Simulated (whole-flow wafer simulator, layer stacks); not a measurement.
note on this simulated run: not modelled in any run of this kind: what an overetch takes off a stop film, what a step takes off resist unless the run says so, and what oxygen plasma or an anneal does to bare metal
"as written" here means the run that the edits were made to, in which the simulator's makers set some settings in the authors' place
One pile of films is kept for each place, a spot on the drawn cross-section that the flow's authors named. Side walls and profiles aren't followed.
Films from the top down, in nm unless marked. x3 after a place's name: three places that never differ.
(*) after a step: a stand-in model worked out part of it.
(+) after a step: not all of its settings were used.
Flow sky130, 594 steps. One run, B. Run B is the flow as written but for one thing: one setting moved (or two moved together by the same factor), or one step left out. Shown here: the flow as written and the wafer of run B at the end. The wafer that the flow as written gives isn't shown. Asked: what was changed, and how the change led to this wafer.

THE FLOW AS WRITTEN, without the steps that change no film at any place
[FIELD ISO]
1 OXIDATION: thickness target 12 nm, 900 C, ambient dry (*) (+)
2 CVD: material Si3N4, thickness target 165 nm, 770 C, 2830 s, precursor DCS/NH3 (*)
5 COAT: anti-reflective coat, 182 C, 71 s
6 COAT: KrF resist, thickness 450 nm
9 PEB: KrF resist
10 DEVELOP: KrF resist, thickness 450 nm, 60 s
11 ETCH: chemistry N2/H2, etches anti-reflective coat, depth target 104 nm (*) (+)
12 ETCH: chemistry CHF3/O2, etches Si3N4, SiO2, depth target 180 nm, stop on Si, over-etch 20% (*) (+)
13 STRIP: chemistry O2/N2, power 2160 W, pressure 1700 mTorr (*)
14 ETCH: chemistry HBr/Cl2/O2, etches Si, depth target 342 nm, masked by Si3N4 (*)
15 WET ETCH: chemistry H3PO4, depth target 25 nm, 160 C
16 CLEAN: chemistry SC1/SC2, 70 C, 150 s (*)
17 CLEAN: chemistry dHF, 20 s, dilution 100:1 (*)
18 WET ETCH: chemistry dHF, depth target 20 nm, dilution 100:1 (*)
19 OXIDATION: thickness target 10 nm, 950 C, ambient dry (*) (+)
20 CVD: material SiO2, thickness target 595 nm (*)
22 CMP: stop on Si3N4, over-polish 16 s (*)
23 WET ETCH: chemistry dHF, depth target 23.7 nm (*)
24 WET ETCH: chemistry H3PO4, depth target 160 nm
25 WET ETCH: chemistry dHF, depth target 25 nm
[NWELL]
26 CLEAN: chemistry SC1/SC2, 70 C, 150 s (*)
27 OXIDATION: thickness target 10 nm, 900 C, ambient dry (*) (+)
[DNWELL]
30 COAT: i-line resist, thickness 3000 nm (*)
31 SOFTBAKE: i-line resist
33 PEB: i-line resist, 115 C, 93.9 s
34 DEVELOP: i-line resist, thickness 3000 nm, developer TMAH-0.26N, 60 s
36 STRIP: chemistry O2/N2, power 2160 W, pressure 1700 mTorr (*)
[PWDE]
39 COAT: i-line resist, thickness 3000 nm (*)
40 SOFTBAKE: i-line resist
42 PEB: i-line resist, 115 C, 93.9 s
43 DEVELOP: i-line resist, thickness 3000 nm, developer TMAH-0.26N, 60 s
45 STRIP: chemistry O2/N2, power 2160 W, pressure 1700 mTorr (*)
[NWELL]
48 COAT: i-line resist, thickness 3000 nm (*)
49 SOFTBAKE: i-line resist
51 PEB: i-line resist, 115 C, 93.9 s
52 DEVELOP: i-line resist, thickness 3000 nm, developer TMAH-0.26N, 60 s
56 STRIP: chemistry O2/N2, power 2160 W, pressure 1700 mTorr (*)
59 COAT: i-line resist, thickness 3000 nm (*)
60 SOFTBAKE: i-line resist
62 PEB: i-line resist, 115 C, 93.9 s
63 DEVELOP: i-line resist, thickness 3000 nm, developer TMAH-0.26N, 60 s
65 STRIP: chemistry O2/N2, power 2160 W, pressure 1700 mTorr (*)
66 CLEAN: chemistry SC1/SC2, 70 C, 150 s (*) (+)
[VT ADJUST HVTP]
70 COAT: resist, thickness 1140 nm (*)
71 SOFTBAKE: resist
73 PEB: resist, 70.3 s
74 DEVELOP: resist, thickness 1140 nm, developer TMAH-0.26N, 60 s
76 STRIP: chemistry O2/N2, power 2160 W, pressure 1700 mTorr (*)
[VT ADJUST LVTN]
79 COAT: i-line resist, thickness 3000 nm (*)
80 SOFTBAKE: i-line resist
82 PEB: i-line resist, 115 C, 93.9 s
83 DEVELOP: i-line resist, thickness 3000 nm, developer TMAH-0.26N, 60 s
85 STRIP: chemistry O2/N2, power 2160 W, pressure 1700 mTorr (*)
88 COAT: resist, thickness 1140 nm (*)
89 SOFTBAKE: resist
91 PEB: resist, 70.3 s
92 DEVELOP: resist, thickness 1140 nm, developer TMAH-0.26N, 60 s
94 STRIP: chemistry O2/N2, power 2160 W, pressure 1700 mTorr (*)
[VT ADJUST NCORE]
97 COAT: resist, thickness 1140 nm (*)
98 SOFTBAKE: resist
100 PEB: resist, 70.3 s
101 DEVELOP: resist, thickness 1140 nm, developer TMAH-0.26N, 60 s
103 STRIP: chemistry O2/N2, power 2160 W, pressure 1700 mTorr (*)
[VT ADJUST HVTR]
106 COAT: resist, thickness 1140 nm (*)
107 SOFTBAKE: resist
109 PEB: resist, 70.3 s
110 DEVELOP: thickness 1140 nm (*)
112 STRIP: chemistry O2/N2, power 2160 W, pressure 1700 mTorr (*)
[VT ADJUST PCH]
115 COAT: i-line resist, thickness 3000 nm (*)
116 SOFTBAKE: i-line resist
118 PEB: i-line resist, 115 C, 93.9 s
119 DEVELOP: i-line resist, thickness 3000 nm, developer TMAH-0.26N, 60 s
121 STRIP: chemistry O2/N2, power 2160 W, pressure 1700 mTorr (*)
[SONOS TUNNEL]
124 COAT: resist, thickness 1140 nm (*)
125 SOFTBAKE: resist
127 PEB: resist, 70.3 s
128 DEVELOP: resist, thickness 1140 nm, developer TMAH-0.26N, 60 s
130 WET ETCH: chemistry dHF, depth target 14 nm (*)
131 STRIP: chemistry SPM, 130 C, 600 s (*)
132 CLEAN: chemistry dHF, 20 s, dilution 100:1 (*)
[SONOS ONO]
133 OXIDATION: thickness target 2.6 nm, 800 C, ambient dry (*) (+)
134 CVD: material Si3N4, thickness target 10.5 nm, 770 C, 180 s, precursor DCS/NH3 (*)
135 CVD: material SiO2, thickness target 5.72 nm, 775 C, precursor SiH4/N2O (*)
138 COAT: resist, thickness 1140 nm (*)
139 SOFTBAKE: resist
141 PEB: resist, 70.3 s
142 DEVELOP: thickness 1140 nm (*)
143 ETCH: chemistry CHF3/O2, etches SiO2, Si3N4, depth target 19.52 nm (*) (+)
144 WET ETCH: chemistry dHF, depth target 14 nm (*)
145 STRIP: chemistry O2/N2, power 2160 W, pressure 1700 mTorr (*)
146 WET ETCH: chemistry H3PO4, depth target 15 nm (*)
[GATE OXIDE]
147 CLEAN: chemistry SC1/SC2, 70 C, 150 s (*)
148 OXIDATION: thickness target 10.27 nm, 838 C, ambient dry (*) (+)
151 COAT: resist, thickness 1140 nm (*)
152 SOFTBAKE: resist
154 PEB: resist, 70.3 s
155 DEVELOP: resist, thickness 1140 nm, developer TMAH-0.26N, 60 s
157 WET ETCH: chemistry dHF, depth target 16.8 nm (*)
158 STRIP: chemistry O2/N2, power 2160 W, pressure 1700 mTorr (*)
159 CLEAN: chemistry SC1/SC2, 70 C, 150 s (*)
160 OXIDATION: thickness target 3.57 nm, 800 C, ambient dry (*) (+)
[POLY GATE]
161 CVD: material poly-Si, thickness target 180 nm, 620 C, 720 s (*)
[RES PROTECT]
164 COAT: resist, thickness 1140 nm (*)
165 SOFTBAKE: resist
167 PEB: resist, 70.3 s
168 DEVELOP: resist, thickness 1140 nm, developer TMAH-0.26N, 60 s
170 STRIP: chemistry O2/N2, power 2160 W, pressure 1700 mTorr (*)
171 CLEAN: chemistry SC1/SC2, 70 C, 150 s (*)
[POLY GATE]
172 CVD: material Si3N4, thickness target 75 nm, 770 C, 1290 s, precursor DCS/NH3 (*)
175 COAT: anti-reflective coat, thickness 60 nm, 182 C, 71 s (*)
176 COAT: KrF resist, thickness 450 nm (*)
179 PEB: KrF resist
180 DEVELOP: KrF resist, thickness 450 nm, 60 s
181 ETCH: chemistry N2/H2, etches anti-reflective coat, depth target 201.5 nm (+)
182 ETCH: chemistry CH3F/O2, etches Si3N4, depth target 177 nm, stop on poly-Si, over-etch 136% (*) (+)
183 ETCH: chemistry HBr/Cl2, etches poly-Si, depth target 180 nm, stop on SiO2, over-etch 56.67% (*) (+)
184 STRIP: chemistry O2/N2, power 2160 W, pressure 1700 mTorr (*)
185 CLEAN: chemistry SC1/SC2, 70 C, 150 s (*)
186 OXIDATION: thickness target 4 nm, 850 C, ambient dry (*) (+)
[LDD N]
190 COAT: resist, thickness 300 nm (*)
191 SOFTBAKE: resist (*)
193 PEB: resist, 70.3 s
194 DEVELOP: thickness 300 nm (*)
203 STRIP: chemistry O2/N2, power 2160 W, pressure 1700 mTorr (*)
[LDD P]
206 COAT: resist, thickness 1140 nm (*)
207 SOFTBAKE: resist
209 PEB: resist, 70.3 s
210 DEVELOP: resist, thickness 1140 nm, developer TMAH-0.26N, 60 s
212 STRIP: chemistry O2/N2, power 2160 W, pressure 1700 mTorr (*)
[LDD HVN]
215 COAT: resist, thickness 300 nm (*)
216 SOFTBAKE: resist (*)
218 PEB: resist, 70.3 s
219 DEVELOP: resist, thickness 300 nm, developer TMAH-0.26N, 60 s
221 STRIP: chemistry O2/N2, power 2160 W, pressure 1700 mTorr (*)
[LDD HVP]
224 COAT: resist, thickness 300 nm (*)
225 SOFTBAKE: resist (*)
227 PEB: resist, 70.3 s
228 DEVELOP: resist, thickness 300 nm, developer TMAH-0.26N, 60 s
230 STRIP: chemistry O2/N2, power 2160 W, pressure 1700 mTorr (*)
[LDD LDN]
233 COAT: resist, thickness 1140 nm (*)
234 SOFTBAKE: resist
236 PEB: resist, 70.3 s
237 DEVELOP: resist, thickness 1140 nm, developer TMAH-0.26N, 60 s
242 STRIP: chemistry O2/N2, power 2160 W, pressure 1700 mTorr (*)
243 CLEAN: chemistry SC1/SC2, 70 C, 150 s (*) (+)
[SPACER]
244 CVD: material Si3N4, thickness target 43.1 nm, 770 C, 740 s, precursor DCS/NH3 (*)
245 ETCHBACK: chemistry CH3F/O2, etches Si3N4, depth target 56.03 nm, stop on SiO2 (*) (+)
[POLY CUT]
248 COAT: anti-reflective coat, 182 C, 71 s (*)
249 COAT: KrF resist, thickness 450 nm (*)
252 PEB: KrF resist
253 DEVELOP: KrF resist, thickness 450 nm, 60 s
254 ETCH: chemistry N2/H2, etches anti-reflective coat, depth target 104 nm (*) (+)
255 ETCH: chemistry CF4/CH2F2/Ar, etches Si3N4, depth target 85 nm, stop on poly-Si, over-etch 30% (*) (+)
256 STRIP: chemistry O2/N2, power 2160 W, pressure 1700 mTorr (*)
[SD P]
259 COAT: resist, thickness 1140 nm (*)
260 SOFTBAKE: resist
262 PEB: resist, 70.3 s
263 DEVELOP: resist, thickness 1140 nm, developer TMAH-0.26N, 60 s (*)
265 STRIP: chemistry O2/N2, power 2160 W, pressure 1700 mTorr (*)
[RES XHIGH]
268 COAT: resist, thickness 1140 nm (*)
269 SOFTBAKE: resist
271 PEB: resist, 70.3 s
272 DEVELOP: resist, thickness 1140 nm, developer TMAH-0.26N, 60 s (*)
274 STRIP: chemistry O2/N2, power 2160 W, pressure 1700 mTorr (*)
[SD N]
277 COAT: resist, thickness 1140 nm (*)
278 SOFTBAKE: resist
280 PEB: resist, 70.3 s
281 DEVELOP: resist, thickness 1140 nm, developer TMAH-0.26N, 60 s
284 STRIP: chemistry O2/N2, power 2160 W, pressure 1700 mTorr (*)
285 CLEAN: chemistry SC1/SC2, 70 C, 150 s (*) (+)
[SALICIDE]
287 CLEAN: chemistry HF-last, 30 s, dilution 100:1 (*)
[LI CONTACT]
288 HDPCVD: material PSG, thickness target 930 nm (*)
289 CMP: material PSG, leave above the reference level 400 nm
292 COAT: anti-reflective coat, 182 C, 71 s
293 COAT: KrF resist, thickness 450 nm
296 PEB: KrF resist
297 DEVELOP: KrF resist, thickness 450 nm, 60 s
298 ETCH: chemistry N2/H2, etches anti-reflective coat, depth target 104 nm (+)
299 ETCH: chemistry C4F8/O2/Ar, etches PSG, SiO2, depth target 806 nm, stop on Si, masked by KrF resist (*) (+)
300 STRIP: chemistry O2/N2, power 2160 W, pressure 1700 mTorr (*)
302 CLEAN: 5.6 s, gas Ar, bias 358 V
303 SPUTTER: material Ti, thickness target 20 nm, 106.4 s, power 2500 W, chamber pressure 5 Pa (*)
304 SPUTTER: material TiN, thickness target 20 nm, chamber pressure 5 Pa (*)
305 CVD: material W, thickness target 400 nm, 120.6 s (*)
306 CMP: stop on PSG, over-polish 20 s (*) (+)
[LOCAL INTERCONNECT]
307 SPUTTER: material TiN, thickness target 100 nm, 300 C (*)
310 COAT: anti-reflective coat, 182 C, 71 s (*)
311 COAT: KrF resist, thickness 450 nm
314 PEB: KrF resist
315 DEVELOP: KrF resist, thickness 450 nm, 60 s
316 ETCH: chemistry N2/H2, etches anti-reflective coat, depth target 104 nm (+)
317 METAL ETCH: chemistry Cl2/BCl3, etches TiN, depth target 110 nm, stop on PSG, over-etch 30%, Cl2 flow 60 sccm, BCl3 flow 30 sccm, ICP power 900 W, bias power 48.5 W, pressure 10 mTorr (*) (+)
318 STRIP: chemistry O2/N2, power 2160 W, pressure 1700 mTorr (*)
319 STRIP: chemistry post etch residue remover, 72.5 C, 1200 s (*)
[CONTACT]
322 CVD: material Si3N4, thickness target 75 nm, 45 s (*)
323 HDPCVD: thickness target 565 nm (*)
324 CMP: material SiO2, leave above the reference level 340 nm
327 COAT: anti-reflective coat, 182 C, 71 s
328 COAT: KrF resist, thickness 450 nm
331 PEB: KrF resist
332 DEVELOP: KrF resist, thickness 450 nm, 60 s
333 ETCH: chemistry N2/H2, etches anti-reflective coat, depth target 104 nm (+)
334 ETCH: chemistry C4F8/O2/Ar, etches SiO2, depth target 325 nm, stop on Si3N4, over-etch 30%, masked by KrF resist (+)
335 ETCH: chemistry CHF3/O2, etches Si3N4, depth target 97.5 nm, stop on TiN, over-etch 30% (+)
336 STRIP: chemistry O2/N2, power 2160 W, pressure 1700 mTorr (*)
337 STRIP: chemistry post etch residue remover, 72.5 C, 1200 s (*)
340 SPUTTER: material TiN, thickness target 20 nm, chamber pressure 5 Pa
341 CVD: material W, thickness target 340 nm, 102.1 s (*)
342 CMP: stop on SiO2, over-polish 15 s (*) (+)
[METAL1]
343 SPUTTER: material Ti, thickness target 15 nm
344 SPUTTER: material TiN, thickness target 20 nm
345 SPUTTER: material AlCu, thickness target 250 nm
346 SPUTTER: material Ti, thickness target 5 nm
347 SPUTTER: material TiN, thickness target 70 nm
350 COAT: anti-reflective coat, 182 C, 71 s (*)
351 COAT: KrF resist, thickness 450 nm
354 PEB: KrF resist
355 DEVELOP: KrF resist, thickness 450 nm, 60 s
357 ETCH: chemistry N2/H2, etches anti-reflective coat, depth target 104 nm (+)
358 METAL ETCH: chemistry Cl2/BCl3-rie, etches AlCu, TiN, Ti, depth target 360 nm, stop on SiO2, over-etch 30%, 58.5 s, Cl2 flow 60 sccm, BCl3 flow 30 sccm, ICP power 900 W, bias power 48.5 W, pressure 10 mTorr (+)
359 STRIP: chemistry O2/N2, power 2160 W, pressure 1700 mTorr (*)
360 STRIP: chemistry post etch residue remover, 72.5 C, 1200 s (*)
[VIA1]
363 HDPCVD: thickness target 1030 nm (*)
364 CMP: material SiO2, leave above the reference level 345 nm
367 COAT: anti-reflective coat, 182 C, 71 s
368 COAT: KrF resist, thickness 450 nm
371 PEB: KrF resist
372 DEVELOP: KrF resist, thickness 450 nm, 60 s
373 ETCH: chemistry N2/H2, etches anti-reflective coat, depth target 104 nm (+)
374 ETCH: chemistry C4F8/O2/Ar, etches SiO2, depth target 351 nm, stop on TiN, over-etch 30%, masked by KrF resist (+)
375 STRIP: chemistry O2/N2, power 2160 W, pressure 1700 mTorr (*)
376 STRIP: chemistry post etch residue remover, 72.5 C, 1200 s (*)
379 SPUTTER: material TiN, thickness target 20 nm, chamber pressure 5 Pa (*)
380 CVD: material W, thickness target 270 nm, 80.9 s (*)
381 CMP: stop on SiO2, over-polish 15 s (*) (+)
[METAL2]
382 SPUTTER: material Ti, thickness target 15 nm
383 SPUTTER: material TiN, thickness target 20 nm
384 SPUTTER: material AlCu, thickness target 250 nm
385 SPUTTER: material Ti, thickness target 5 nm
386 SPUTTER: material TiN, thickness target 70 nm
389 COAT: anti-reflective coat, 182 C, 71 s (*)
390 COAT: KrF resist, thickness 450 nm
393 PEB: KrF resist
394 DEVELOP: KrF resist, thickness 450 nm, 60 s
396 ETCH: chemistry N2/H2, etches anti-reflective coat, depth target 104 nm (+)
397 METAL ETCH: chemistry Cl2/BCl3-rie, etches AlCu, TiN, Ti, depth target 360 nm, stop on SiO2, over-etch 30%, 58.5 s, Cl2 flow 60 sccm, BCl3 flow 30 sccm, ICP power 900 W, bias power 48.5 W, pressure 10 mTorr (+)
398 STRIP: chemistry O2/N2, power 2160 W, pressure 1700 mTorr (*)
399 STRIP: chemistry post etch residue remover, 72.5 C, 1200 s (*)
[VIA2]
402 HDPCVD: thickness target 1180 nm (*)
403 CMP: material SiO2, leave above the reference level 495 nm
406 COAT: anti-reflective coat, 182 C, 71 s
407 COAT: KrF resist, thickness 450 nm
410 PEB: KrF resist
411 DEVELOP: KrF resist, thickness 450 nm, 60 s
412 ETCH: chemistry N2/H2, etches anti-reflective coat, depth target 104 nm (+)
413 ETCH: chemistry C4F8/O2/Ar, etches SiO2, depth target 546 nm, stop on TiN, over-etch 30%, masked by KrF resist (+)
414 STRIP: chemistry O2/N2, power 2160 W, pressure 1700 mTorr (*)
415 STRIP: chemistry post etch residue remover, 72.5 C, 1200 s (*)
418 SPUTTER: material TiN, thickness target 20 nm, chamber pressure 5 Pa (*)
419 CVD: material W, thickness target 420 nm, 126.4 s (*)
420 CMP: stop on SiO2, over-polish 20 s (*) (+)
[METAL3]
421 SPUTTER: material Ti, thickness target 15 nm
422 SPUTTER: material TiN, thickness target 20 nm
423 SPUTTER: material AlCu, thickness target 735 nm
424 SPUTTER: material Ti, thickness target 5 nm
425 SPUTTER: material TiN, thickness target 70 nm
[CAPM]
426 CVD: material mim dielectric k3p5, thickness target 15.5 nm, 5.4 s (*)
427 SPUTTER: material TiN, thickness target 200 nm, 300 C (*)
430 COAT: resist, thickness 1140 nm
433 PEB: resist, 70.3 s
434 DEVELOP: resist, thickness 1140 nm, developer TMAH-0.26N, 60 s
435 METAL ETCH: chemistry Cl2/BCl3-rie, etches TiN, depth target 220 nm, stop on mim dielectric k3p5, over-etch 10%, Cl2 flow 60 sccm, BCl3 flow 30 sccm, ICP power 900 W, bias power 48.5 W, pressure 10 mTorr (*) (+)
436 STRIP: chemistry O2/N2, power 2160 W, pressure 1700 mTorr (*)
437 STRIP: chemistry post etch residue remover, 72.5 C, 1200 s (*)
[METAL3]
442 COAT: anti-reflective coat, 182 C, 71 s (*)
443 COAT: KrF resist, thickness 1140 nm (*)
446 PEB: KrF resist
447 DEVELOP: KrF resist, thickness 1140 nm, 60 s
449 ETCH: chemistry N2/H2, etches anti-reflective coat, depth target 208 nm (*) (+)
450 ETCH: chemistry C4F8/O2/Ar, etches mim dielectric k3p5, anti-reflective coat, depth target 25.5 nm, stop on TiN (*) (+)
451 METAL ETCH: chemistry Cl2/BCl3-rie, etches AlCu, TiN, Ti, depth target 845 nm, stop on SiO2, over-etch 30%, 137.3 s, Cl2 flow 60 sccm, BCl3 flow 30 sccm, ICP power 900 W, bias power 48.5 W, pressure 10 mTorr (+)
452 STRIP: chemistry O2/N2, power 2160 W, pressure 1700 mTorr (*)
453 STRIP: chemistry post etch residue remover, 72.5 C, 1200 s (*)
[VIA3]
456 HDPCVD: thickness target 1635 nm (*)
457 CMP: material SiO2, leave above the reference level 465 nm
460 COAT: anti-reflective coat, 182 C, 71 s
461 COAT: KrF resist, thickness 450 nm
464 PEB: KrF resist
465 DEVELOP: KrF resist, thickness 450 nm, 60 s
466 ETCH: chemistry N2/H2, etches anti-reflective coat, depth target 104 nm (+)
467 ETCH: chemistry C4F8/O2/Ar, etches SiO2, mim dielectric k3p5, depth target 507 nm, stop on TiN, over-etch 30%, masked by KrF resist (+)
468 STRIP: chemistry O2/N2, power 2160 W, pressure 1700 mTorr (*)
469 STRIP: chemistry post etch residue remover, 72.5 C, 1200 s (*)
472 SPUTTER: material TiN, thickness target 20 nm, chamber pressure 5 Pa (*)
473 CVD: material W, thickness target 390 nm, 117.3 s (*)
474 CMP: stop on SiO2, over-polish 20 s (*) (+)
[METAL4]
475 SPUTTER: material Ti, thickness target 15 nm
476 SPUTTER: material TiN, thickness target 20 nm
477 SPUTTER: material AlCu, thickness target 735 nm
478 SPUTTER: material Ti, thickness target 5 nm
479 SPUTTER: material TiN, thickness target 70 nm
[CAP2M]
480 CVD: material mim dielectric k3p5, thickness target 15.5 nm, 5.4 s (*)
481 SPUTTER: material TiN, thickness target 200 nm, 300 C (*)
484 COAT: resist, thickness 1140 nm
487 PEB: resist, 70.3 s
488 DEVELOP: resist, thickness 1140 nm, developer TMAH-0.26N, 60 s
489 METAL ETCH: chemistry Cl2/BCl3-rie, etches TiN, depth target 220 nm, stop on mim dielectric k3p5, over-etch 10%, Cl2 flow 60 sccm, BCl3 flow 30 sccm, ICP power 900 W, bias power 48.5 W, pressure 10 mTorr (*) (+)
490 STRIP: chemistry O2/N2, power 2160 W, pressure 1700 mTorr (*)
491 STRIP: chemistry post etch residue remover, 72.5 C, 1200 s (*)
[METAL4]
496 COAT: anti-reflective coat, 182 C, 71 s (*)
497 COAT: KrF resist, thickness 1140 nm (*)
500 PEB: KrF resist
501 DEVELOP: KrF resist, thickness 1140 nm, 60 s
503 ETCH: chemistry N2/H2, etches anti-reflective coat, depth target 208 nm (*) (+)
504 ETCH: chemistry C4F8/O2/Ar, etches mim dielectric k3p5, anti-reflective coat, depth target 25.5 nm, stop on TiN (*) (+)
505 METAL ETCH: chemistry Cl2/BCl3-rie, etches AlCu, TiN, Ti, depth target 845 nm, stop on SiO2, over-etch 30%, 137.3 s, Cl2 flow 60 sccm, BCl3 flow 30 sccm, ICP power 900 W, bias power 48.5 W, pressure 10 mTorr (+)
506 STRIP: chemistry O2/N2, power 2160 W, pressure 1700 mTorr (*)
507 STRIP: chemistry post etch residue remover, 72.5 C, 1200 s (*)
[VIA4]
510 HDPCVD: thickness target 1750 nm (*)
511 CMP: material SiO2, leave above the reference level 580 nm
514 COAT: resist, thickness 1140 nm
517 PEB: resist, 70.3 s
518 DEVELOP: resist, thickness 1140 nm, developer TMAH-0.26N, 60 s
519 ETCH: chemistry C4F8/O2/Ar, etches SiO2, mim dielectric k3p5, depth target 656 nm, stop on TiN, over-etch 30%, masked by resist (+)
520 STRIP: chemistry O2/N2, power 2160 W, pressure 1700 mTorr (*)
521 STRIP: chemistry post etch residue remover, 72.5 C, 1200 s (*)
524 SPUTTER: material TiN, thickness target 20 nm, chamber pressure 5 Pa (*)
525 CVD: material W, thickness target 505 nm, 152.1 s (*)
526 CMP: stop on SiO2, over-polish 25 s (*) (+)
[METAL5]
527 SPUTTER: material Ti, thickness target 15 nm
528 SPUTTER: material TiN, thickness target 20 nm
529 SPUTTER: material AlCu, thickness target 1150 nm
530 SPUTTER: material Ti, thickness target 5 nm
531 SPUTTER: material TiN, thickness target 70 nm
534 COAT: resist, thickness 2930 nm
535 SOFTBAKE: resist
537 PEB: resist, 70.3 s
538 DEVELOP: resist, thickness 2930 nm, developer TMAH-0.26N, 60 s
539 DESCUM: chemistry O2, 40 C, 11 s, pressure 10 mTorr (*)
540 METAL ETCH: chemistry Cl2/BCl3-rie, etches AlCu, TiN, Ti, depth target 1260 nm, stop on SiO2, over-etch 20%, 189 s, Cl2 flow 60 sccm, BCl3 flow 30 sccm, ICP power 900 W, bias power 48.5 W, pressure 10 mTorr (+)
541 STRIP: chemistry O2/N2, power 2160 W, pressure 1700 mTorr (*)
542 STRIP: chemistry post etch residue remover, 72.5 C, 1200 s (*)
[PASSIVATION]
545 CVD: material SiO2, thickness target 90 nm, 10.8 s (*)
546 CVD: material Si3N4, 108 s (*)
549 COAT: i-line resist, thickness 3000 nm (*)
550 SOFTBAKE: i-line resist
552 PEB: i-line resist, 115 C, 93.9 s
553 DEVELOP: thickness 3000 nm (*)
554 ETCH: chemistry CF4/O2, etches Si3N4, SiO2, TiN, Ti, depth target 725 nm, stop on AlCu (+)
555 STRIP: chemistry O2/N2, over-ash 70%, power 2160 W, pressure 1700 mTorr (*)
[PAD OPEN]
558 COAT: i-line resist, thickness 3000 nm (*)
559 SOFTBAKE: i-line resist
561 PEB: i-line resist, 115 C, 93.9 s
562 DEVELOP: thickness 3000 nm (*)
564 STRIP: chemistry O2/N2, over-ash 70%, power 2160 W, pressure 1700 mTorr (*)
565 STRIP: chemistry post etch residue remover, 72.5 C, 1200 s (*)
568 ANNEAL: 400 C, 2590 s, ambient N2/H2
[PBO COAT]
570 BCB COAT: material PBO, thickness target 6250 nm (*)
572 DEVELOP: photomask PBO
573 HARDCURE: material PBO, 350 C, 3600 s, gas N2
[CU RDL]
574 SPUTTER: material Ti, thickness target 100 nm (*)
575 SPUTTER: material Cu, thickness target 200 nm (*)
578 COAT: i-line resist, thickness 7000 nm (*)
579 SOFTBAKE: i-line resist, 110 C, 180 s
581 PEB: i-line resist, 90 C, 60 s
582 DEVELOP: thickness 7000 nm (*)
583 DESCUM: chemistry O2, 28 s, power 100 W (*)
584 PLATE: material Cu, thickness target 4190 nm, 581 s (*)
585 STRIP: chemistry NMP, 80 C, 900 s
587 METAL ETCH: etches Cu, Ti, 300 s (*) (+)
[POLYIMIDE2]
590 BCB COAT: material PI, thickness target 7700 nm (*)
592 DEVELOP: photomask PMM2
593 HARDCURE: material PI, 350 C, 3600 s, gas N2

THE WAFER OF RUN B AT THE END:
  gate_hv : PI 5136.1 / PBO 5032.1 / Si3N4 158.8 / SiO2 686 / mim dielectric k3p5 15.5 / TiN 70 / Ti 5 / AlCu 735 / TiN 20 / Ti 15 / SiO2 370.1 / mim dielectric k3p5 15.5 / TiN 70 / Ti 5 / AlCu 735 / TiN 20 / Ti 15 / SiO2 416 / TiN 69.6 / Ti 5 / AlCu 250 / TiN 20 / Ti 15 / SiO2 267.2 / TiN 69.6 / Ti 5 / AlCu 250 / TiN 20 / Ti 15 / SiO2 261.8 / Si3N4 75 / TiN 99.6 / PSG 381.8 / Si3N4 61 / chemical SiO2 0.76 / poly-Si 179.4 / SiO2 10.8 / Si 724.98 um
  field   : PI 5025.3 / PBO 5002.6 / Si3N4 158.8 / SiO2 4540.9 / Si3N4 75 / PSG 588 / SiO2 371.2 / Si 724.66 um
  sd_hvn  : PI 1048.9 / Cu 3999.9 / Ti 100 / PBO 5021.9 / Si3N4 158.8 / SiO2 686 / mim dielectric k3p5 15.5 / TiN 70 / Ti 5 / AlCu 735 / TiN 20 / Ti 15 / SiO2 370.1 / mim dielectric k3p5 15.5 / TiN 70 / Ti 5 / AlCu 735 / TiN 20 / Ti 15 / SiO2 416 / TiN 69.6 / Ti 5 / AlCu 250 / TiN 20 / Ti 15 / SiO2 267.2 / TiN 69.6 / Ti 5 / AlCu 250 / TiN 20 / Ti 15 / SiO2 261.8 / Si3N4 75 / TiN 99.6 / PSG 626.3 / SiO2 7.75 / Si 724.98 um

The cause: step 511, CMP: leave above the reference level 682 nm was run, where the flow has leave above the reference level 580 nm.

How the change led to this, step by step:
  511 CMP: material SiO2, leave above the reference level 580 nm
      n_well, p_well, gate_hv and 99 more: SiO2 -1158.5 (as written it would be: SiO2 -1260.5)
      field, active, gate and 77 more: SiO2 -272.7 (as written it would be: SiO2 -374.7)
      (and at 11 more places)
  519 ETCH: chemistry C4F8/O2/Ar, etches SiO2, mim dielectric k3p5, depth target 656 nm, stop on TiN, over-etch 30%, masked by resist (+)
      m1: SiO2 -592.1 (all of it), mim dielectric k3p5 -15.5 (all of it) (as written it would be: SiO2 -490.1 (all of it), mim dielectric k3p5 -15.5 (all of it))
      via4_hole: SiO2 -591.5 (all of it), mim dielectric k3p5 -15.5 (all of it) (as written it would be: SiO2 -489.5 (all of it), mim dielectric k3p5 -15.5 (all of it))
  524 SPUTTER: material TiN, thickness target 20 nm, chamber pressure 5 Pa (*)
      m1, via4_hole: TiN +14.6 (as written it would be: TiN +15.3)
  525 CVD: material W, thickness target 505 nm, 152.1 s (*)
      m1: W +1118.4 (new film) (as written it would be: W +1015.8 (new film))
      via4_hole: W +1117.8 (new film) (as written it would be: W +1015.2 (new film))
